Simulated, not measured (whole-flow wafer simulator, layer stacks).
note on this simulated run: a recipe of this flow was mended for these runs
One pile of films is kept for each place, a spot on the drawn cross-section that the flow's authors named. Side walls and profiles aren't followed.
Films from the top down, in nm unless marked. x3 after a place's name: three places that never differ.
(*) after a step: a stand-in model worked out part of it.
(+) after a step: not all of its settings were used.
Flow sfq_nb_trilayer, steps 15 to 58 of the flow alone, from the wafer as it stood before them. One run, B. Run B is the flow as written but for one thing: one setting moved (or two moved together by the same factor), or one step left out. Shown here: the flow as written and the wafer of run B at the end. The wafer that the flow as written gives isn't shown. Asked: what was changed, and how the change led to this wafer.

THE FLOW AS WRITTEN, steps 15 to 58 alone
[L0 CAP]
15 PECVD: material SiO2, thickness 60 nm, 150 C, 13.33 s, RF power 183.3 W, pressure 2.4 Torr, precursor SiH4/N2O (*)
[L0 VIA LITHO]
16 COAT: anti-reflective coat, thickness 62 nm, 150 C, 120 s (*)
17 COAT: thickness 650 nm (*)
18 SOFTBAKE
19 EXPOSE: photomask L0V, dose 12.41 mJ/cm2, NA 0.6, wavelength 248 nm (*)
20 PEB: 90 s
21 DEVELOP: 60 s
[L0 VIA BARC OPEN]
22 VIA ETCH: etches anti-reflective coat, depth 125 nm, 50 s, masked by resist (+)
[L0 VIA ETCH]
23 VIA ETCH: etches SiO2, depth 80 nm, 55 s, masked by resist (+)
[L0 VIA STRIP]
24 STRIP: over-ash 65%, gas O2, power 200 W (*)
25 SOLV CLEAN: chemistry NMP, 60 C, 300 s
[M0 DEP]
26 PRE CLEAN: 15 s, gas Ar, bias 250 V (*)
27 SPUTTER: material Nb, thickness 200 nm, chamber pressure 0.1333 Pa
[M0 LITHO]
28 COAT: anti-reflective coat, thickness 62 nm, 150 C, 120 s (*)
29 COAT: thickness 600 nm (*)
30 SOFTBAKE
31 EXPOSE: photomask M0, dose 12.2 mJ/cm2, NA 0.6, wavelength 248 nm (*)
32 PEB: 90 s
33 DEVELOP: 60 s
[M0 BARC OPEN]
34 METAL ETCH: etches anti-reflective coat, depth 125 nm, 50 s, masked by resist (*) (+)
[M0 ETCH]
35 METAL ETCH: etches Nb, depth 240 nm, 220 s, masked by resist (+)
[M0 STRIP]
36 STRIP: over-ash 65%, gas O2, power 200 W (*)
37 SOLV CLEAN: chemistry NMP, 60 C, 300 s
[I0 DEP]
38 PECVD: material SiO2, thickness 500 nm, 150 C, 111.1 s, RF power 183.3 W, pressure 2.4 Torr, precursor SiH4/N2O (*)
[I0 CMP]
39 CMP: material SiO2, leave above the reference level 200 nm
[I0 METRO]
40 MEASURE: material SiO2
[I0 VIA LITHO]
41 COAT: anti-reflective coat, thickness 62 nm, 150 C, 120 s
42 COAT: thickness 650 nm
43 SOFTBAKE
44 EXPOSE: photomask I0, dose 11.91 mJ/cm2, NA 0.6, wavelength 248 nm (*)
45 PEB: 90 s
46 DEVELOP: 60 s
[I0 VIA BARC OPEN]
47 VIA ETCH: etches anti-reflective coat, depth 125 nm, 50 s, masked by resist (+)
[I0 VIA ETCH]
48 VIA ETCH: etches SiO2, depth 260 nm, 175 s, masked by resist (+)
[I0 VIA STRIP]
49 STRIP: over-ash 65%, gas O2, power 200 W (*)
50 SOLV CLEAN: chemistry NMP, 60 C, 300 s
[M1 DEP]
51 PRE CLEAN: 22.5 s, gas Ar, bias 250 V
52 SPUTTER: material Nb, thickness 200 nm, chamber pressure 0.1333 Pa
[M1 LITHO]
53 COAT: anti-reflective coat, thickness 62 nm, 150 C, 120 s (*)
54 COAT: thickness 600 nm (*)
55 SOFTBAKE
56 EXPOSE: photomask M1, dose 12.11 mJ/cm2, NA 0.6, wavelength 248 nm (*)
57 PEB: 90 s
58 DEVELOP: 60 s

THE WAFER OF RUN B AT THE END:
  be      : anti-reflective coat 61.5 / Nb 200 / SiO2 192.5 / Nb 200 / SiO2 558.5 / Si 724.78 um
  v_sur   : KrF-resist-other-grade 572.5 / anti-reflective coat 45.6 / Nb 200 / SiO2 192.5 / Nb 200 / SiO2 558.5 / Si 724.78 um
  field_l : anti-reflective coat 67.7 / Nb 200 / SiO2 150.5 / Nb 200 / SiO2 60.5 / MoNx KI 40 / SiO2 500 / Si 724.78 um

The cause: step 15, PECVD: pressure 2.02 Torr was run, where the flow has pressure 2.4 Torr.

How the change led to this, step by step:
  15 PECVD: material SiO2, thickness 60 nm, 150 C, 13.33 s, RF power 183.3 W, pressure 2.4 Torr, precursor SiH4/N2O (*)
      v_sur, via_wl, via_w and 97 more: SiO2 +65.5 (as written it would be: SiO2 +60)
      field_l, l0_sur, l0v, l0r_line_l, l0r_line_c, l0r_line_r: SiO2 +65.5 (new film) (as written it would be: SiO2 +60 (new film))
  23 VIA ETCH: etches SiO2, depth 80 nm, 55 s, masked by resist (+)
      l0v: SiO2 -65.2 (all of it), MoNx KI -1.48 (as written it would be: SiO2 -59.7 (all of it), MoNx KI -2.03)
  28 COAT: anti-reflective coat, thickness 62 nm, 150 C, 120 s (*)
      l0_sur: anti-reflective coat +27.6 (new film) (as written it would be: anti-reflective coat +29.3 (new film))
      l0v: anti-reflective coat +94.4 (new film) (as written it would be: anti-reflective coat +92.5 (new film))
  36 STRIP: over-ash 65%, gas O2, power 200 W (*)
      l0_sur: KrF-resist-other-grade -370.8 (all of it), anti-reflective coat -27.6 (all of it) (as written it would be: KrF-resist-other-grade -370 (all of it), anti-reflective coat -29.3 (all of it))
      l0v: KrF-resist-other-grade -376.9 (all of it), anti-reflective coat -94.4 (all of it) (as written it would be: KrF-resist-other-grade -374.1 (all of it), anti-reflective coat -92.5 (all of it))
  39 CMP: material SiO2, leave above the reference level 200 nm
      l0v: SiO2 -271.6 (as written it would be: SiO2 -277.4)
